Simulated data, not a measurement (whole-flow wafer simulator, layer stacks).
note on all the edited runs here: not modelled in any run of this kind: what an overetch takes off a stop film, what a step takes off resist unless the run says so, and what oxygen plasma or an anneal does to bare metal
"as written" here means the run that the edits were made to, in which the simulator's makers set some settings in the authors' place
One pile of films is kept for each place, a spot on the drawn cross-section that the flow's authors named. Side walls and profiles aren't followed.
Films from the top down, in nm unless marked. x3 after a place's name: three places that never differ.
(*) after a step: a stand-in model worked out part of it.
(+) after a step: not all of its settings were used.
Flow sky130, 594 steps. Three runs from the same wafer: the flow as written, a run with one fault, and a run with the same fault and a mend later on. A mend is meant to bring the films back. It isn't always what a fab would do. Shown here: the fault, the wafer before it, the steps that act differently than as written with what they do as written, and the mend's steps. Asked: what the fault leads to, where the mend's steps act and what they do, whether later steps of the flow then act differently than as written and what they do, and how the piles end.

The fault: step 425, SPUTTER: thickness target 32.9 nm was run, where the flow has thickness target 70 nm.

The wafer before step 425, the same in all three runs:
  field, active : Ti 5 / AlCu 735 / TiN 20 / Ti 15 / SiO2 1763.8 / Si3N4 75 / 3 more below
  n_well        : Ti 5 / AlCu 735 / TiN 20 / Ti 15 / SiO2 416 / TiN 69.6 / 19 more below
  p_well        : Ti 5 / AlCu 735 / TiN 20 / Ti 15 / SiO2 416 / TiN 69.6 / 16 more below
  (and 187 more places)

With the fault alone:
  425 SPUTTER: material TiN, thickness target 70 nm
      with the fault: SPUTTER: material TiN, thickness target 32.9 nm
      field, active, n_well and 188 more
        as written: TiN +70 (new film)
        with the fault: TiN +32.9 (new film)
  Later steps of the flow that act differently than as written (16 more steps differ only slightly, by at most 2% or 0.5 nm, whichever is larger, and aren't shown):
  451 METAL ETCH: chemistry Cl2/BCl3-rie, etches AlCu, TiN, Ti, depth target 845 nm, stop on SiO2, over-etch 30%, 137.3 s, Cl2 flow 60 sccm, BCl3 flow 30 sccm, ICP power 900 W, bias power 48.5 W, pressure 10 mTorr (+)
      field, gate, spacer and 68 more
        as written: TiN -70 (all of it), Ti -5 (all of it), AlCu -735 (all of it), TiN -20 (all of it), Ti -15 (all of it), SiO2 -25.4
        with the fault: TiN -32.9 (all of it), Ti -5 (all of it), AlCu -735 (all of it), TiN -20 (all of it), Ti -15 (all of it), SiO2 -29.1
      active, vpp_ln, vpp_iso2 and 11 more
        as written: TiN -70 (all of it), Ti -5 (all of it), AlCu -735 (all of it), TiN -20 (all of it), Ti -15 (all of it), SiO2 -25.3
        with the fault: TiN -32.9 (all of it), Ti -5 (all of it), AlCu -735 (all of it), TiN -20 (all of it), Ti -15 (all of it), SiO2 -29.1
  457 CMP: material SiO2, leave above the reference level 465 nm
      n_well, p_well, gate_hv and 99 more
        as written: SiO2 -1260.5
        with the fault: SiO2 -1223.4
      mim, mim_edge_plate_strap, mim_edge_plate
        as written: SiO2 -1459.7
        with the fault: SiO2 -1422.6
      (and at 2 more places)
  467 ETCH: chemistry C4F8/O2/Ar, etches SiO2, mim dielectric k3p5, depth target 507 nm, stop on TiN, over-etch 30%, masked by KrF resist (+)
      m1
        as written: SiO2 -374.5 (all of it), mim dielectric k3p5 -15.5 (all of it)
        with the fault: SiO2 -411.6 (all of it), mim dielectric k3p5 -15.5 (all of it)
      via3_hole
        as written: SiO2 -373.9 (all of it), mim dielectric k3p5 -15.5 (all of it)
        with the fault: SiO2 -411 (all of it), mim dielectric k3p5 -15.5 (all of it)
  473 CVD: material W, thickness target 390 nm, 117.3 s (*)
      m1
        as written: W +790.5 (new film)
        with the fault: W +828.1 (new film)
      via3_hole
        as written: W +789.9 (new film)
        with the fault: W +827.4 (new film)
  At the end the piles differ from the flow's by more than 2% or 0.5 nm, whichever is larger, at n_well, p_well, gate_hv and 104 more.
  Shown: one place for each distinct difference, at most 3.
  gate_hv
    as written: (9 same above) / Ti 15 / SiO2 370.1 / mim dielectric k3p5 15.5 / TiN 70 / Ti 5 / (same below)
    with the fault: (9 same above) / Ti 15 / SiO2 407.2 / mim dielectric k3p5 15.5 / TiN 32.9 / Ti 5 / (same below)
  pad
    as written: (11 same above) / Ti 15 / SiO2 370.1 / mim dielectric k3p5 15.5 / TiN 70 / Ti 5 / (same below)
    with the fault: (11 same above) / Ti 15 / SiO2 407.2 / mim dielectric k3p5 15.5 / TiN 32.9 / Ti 5 / (same below)
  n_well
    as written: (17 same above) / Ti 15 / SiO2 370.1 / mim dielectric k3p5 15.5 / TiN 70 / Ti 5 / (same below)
    with the fault: (17 same above) / Ti 15 / SiO2 407.2 / mim dielectric k3p5 15.5 / TiN 32.9 / Ti 5 / (same below)

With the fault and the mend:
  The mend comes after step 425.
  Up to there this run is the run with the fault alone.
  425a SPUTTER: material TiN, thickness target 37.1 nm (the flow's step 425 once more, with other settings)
      field, active, n_well and 188 more
        TiN +37.1
  No later step of the flow acts differently than as written at any place that is followed.
  At the end the piles are the same as the flow's at every place that both follow.
